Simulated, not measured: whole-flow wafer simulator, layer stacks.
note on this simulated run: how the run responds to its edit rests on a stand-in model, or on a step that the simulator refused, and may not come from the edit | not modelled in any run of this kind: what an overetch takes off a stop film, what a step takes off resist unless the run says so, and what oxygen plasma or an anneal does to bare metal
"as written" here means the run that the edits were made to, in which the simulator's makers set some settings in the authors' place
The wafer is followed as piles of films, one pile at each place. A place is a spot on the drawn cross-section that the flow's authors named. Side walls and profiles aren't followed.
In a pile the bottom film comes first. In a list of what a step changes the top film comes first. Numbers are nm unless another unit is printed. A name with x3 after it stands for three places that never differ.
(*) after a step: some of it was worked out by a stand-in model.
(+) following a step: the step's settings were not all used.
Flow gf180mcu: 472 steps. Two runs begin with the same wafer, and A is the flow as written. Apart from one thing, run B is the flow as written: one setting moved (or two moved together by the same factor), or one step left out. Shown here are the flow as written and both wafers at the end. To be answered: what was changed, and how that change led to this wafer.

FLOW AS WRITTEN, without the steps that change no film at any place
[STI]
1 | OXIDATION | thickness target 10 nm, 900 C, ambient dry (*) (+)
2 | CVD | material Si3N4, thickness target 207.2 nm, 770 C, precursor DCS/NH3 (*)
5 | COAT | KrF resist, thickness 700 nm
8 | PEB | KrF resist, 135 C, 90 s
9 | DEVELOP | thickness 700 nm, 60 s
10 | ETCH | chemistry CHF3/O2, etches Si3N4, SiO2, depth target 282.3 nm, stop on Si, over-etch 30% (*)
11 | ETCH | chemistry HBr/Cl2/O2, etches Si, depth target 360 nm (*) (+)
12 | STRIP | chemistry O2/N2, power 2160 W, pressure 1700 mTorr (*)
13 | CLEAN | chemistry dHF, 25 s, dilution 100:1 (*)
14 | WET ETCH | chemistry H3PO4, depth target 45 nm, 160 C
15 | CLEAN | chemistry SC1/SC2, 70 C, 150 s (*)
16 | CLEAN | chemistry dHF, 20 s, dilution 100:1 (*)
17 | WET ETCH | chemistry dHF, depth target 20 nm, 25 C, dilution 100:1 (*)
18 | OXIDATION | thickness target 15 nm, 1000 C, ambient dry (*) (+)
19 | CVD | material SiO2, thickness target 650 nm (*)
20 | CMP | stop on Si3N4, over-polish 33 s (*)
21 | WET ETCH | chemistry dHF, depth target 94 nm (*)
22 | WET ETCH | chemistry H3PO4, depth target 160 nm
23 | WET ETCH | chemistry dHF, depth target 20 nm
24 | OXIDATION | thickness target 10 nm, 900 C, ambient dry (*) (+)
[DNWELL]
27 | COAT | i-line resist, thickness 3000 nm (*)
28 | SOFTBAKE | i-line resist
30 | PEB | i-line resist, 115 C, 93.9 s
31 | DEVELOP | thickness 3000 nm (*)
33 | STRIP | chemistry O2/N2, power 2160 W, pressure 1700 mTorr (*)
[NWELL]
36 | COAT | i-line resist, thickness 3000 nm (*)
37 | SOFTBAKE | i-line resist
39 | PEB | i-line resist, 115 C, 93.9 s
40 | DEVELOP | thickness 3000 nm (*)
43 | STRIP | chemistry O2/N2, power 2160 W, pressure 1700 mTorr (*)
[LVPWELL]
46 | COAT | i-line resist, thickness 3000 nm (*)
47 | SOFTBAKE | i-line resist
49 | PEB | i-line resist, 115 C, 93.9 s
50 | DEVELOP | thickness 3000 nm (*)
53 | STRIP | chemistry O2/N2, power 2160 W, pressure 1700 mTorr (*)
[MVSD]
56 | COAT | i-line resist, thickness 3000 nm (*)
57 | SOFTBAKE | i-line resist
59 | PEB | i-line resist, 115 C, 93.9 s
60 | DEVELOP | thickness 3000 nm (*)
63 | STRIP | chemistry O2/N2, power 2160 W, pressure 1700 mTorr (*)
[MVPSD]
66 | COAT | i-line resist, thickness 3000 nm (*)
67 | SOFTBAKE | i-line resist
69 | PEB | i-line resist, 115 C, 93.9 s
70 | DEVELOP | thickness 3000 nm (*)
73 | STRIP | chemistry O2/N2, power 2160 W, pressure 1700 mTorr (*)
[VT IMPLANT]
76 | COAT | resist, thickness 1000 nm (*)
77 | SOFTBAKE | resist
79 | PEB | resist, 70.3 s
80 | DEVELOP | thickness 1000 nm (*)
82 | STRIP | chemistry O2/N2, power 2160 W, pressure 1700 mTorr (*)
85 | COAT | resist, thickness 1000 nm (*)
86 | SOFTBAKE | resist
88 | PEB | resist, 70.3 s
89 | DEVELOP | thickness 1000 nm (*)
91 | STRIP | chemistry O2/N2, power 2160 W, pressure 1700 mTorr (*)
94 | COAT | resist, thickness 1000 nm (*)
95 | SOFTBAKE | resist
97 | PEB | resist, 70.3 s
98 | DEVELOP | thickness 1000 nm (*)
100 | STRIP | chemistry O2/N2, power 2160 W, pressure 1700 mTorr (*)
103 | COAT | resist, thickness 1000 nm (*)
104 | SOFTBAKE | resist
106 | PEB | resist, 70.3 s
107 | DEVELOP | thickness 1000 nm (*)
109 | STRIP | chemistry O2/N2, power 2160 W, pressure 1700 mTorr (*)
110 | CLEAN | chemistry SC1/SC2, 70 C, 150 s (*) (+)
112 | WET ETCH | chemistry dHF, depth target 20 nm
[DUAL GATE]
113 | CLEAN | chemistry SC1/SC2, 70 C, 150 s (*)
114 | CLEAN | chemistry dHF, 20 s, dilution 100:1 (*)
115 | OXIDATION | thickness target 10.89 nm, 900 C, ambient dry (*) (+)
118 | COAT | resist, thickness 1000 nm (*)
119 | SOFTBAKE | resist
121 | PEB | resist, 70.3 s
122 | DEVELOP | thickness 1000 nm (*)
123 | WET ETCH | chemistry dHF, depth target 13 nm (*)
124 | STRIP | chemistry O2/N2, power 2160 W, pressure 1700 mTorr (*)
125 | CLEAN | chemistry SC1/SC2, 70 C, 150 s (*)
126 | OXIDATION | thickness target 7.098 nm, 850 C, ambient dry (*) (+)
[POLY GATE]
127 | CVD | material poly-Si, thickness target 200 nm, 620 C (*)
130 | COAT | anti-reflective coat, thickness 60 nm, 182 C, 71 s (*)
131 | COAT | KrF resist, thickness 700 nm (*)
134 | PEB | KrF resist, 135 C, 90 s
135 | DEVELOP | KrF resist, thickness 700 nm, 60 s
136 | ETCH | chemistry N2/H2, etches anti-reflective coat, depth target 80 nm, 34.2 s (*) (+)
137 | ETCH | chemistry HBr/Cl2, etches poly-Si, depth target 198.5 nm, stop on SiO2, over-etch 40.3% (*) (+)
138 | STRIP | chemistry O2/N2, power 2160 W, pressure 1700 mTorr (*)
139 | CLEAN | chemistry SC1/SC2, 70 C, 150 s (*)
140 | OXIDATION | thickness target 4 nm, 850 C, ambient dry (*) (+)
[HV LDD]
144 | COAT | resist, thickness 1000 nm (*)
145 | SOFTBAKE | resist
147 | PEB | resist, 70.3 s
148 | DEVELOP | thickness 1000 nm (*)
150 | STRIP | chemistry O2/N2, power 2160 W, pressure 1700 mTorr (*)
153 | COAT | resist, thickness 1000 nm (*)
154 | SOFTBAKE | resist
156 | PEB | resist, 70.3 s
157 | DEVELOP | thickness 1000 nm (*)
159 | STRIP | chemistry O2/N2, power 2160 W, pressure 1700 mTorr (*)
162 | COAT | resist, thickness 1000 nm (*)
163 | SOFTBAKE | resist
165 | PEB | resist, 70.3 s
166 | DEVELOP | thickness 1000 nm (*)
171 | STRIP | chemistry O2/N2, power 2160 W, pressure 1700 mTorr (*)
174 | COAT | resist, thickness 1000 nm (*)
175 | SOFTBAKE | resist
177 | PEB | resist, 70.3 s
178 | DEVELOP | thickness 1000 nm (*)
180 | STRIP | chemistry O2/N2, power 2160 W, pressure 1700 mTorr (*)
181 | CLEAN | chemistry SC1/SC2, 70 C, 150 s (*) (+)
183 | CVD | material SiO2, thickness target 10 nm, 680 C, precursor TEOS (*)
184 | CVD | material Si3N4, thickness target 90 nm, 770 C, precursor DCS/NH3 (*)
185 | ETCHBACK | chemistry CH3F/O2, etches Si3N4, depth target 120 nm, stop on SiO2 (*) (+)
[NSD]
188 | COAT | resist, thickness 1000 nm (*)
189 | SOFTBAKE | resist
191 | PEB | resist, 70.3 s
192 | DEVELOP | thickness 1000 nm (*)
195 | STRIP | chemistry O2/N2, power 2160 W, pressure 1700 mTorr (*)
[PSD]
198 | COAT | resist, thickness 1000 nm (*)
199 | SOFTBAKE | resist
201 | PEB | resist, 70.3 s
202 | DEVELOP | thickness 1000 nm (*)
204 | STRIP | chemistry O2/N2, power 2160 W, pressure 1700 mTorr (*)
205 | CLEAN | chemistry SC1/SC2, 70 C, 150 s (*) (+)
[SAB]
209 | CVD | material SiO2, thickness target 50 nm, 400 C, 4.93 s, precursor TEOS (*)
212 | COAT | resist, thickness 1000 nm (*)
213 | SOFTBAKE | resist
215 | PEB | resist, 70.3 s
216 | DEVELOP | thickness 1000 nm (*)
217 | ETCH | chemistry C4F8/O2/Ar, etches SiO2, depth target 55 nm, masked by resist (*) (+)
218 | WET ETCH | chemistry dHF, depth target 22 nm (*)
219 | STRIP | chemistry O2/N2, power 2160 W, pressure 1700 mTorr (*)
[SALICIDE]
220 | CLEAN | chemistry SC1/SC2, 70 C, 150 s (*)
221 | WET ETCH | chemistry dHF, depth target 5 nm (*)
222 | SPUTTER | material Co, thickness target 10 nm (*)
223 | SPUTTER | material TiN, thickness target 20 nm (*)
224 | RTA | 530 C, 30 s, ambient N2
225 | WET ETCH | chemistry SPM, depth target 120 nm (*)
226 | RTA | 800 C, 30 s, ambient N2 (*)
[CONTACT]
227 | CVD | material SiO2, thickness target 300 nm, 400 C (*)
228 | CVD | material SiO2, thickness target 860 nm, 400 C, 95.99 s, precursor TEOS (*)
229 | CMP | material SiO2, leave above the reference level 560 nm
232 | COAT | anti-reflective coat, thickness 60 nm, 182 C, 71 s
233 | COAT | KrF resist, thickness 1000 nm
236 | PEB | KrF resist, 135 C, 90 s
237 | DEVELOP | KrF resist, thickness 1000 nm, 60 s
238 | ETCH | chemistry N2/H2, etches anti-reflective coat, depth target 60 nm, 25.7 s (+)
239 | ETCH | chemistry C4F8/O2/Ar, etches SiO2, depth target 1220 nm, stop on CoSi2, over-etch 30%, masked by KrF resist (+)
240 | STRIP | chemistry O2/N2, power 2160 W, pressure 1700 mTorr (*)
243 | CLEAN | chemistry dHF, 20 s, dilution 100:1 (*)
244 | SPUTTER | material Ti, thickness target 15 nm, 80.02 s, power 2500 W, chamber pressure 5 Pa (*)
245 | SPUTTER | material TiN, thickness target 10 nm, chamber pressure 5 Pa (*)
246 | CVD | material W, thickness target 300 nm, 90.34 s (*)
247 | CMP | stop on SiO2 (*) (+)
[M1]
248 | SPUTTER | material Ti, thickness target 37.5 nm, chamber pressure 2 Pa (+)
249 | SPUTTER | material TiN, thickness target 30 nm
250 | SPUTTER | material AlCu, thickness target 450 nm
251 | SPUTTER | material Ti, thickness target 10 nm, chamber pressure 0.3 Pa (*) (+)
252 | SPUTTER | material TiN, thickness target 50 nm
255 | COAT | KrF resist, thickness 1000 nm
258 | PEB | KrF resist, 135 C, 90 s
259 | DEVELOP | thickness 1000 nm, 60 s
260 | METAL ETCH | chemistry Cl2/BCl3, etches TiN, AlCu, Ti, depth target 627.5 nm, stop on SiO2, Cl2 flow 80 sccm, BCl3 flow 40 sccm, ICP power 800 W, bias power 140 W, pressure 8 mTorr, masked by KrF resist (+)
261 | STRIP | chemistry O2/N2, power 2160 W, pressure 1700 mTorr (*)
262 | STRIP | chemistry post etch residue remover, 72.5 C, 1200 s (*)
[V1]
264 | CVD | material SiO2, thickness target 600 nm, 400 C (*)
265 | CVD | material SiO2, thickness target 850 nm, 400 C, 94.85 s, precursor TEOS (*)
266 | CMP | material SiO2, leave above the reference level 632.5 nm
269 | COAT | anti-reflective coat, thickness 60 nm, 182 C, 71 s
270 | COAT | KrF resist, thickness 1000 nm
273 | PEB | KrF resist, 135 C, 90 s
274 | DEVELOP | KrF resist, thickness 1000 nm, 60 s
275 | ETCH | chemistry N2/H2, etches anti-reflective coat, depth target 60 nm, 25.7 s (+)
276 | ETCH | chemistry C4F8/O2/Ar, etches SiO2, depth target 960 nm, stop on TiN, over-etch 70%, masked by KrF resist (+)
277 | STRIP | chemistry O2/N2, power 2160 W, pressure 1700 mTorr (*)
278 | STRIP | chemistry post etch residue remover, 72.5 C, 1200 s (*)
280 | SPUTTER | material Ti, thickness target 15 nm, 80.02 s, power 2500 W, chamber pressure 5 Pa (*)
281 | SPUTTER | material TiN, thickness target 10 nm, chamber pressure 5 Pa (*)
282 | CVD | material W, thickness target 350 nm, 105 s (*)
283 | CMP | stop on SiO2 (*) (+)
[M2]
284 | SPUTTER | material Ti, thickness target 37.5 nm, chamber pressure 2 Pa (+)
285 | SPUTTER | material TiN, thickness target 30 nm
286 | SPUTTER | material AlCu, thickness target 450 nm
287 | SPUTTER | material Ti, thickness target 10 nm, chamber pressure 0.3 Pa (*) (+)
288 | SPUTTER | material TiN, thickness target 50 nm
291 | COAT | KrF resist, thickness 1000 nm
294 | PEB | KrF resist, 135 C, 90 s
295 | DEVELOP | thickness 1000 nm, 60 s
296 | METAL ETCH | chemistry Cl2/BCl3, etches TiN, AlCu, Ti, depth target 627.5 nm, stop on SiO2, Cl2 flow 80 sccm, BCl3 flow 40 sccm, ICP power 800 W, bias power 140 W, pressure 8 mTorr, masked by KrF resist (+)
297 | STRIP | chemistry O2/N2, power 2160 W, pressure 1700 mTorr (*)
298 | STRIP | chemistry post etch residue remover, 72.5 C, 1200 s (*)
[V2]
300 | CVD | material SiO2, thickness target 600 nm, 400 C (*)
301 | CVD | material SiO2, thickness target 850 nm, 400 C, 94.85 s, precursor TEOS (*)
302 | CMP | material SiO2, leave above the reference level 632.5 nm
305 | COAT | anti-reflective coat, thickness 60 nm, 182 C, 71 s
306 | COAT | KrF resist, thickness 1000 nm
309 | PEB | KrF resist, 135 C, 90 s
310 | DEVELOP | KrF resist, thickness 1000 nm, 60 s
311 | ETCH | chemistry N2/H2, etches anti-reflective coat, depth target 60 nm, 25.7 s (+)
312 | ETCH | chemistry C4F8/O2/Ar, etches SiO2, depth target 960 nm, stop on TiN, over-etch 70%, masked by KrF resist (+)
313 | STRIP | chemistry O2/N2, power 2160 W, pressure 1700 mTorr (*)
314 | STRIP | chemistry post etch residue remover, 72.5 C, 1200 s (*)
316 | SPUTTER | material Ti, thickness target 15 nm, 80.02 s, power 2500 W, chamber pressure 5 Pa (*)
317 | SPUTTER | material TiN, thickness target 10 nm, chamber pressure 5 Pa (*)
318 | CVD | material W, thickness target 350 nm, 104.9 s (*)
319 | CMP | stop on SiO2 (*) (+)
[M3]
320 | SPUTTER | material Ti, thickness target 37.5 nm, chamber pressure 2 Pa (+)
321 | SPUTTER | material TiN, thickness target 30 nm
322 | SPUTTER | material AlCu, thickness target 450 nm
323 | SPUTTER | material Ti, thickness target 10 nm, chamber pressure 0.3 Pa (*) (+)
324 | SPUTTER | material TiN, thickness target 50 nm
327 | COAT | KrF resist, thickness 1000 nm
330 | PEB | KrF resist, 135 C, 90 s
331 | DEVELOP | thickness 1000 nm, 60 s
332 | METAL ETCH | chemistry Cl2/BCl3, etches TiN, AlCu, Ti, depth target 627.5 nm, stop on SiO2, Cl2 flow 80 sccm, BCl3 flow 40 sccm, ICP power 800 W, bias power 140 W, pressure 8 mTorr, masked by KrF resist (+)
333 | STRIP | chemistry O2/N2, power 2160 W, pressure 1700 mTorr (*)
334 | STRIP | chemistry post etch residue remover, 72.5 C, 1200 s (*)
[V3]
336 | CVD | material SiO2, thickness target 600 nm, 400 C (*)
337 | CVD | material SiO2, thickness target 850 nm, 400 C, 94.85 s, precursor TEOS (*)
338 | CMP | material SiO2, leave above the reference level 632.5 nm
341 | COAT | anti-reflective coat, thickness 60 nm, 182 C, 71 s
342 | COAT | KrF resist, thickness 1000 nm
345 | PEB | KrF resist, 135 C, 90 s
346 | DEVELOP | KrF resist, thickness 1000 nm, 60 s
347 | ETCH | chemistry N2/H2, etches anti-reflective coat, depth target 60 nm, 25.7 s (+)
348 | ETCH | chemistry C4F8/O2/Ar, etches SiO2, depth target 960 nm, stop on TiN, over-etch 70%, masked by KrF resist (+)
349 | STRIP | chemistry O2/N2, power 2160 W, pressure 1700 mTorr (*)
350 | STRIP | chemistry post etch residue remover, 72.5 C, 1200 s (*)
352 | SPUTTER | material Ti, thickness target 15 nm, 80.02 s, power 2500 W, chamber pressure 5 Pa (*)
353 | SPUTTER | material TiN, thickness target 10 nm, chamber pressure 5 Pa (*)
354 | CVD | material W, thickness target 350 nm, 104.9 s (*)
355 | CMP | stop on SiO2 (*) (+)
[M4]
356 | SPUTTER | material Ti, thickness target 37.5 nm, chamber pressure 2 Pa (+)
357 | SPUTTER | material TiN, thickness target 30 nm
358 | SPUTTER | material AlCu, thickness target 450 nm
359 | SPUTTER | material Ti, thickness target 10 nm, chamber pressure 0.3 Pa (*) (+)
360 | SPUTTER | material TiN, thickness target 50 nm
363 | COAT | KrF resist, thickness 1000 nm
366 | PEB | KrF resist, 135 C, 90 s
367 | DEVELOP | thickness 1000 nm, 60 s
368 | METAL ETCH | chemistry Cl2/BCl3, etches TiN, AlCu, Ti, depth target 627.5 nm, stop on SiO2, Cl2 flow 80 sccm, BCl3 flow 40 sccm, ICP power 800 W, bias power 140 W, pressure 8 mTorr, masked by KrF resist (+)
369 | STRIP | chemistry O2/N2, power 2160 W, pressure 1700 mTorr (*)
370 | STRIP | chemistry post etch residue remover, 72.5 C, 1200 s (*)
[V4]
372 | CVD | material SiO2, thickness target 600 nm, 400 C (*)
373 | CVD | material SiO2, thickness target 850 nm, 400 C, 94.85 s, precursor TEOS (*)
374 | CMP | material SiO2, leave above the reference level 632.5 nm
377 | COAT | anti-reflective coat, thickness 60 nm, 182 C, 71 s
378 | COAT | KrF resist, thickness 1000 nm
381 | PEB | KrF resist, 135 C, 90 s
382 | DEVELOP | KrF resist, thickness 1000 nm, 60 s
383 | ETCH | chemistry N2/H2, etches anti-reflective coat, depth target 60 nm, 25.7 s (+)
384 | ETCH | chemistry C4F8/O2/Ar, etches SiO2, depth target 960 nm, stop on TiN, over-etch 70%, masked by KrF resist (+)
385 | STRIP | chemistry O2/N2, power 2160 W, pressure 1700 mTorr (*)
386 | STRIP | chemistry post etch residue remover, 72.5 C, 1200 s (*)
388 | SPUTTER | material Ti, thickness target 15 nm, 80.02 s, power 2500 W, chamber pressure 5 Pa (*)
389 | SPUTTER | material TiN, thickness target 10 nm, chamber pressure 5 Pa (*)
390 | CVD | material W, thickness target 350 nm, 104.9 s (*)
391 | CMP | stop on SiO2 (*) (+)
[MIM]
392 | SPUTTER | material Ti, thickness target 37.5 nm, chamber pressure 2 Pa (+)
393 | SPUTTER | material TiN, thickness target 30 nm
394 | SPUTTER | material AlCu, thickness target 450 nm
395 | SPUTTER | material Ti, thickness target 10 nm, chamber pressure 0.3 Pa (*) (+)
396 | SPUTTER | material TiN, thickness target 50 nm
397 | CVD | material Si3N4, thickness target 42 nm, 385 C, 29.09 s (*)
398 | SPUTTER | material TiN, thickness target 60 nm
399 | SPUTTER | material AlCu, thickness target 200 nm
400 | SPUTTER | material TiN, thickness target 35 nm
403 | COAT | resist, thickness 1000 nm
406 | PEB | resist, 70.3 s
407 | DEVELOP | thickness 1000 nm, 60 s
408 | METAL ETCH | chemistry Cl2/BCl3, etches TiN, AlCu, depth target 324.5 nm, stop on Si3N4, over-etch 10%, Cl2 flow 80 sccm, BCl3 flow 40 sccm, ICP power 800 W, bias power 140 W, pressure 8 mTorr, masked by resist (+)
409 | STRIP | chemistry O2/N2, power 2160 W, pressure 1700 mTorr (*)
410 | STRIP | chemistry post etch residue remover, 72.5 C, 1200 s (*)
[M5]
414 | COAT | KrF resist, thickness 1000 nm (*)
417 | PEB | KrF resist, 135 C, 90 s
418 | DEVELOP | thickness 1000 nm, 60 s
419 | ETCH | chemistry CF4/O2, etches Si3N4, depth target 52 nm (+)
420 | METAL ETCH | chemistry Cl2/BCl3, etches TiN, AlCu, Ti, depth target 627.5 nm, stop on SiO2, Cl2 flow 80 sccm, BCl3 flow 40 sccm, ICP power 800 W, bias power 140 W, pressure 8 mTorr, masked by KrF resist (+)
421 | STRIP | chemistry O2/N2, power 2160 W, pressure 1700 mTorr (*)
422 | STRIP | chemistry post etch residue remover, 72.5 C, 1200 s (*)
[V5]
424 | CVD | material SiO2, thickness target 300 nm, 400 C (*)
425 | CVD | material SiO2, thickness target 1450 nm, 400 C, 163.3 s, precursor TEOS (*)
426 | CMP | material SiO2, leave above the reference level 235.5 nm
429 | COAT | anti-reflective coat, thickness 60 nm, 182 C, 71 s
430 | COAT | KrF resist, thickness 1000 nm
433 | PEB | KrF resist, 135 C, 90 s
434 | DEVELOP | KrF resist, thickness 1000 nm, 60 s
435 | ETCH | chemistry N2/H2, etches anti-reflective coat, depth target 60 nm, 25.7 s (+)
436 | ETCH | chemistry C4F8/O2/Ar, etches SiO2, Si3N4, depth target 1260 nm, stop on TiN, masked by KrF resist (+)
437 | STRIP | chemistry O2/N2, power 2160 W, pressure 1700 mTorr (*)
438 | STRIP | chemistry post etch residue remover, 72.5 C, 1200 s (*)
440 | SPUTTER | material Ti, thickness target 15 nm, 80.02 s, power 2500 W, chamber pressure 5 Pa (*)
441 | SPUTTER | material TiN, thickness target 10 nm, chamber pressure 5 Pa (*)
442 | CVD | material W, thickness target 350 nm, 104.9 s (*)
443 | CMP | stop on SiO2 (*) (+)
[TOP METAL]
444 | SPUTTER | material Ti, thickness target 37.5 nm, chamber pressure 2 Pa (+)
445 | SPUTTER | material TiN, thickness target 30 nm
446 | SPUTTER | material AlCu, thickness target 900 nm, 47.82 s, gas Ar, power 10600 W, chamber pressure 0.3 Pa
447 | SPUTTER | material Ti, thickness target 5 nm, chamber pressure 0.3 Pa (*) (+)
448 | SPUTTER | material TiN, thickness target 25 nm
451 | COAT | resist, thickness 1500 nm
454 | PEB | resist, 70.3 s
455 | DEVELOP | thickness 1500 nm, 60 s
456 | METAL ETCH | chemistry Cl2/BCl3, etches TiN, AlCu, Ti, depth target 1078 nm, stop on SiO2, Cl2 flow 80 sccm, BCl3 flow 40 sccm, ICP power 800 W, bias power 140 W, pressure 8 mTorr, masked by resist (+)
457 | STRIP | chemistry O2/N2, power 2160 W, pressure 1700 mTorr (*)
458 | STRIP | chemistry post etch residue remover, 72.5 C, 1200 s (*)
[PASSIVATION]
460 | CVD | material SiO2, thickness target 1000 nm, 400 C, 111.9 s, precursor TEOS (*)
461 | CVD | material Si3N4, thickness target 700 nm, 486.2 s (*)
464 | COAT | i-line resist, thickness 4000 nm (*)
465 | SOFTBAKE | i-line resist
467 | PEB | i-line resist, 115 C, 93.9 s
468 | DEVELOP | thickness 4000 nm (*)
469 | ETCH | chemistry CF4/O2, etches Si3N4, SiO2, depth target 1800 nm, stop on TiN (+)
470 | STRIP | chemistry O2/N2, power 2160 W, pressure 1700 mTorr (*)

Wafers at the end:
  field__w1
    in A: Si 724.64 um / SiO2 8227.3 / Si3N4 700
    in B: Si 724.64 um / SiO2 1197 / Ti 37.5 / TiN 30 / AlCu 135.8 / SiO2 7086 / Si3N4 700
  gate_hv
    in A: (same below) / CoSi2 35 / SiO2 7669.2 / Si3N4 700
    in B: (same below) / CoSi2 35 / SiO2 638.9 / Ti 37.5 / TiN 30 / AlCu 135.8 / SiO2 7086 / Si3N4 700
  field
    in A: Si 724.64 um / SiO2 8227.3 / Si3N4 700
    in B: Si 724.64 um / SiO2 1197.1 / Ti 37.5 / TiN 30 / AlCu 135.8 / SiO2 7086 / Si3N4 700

Cause: step 250, SPUTTER: thickness target 709 nm was run, while the flow as written has thickness target 450 nm.

How this came from the change, step by step:
  250 | SPUTTER | material AlCu, thickness target 450 nm
      field, field__w1, field__w2 and 108 more: A AlCu gains 450 (new film) | B AlCu gains 709 (new film)
  260 | METAL ETCH | chemistry Cl2/BCl3, etches TiN, AlCu, Ti, depth target 627.5 nm, stop on SiO2, Cl2 flow 80 sccm, BCl3 flow 40 sccm, ICP power 800 W, bias power 140 W, pressure 8 mTorr, masked by KrF resist (+)
      field, field__w1, field__w2 and 99 more: A TiN loses 50 (all of it), Ti loses 10 (all of it), AlCu loses 450 (all of it), TiN loses 30 (all of it), Ti loses 37.5 (all of it) | B TiN loses 50 (all of it), Ti loses 10 (all of it), AlCu loses 567.5
  262 | STRIP | chemistry post etch residue remover, 72.5 C, 1200 s (*)
      field, field__w1, field__w2 and 99 more: A nothing | B AlCu loses 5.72
  264 | CVD | material SiO2, thickness target 600 nm, 400 C (*)
      field, field__w1, field__w2 and 99 more: A SiO2 gains 600 | B SiO2 gains 600 (new film)
  266 | CMP | material SiO2, leave above the reference level 632.5 nm
      field, field__w1, field__w2 and 99 more: A SiO2 loses 300 | B SiO2 loses 244.3
With metal films that touch counted as one body, field__w1 has 1 body; the flow as written gives 0 bodies.
With metal films that touch counted as one body, gate_hv has 2 bodies (between them, from the top down: SiO2 638.9); the flow as written gives 1 body.
With metal films that touch counted as one body, field has 1 body; the flow as written gives 0 bodies.
